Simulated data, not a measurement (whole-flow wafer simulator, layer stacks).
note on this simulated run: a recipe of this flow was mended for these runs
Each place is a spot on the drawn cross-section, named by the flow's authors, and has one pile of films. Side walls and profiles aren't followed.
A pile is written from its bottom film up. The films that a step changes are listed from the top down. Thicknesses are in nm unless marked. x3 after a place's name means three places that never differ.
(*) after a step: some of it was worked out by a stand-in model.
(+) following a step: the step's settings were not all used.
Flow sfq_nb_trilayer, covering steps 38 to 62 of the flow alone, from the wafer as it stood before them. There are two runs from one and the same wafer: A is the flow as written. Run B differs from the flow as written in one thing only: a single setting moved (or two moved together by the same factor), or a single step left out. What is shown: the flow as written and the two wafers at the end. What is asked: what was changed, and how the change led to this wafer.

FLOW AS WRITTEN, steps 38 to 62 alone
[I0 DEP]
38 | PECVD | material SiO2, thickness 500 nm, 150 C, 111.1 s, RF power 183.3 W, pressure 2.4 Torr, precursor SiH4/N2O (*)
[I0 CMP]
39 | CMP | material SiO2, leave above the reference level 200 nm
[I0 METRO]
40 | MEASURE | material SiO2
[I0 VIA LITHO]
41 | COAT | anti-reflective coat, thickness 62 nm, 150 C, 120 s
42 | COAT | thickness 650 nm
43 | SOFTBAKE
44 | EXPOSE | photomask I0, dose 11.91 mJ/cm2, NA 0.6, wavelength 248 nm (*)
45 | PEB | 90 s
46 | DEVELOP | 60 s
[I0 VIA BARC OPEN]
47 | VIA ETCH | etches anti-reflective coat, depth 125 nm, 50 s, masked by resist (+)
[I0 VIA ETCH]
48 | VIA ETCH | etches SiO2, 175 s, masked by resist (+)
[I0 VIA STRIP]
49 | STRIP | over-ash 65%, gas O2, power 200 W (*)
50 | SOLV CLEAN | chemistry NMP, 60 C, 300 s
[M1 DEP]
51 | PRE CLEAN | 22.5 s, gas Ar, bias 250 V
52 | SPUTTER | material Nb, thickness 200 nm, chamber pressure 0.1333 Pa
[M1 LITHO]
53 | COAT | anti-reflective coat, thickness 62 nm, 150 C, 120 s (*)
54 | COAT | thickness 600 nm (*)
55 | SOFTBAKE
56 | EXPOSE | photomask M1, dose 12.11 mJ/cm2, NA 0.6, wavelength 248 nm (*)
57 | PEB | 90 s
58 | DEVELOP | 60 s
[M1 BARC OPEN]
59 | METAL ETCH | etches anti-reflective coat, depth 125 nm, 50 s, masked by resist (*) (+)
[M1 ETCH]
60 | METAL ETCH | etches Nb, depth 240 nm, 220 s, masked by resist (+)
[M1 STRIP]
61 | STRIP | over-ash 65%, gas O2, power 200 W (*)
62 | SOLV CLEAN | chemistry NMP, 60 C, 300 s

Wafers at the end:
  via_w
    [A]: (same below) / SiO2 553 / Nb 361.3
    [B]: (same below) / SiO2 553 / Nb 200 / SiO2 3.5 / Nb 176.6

Cause: step 48, VIA ETCH: 127 s was run, while the flow as written has 175 s.

The path from the change to this, step by step:
  48 | VIA ETCH | etches SiO2, 175 s, masked by resist (+)
      via_w: A -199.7 SiO2 (all of it), -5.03 Nb | B -188.7 SiO2
      field_l, v_sur, via_wl and 102 more: A -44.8 KrF-resist-other-grade | B -32.5 KrF-resist-other-grade
  49 | STRIP | over-ash 65%, gas O2, power 200 W (*)
      field_l, v_sur, via_wl and 102 more: A -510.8 KrF-resist-other-grade (all of it), -62 anti-reflective coat (all of it) | B -523.1 KrF-resist-other-grade (all of it), -62 anti-reflective coat (all of it)
  51 | PRE CLEAN | 22.5 s, gas Ar, bias 250 V
      via_w: A -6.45 Nb | B -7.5 SiO2
  52 | SPUTTER | material Nb, thickness 200 nm, chamber pressure 0.1333 Pa
      via_w: A +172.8 Nb | B +176.6 Nb (new film)
  53 | COAT | anti-reflective coat, thickness 62 nm, 150 C, 120 s (*)
      via_w: A +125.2 anti-reflective coat (new film) | B +122.1 anti-reflective coat (new film)
      via_wr: A +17 anti-reflective coat (new film) | B +16.3 anti-reflective coat (new film)
  61 | STRIP | over-ash 65%, gas O2, power 200 W (*)
      via_w: A -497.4 KrF-resist-other-grade (all of it), -125.2 anti-reflective coat (all of it) | B -484.3 KrF-resist-other-grade (all of it), -122.1 anti-reflective coat (all of it)
      via_wr: A -381.9 KrF-resist-other-grade (all of it), -17 anti-reflective coat (all of it) | B -384.5 KrF-resist-other-grade (all of it), -16.3 anti-reflective coat (all of it)
With metal films that touch counted as one body, via_w has 2 bodies (between them, from the top down: SiO2 3.5); the flow as written gives 1 body.
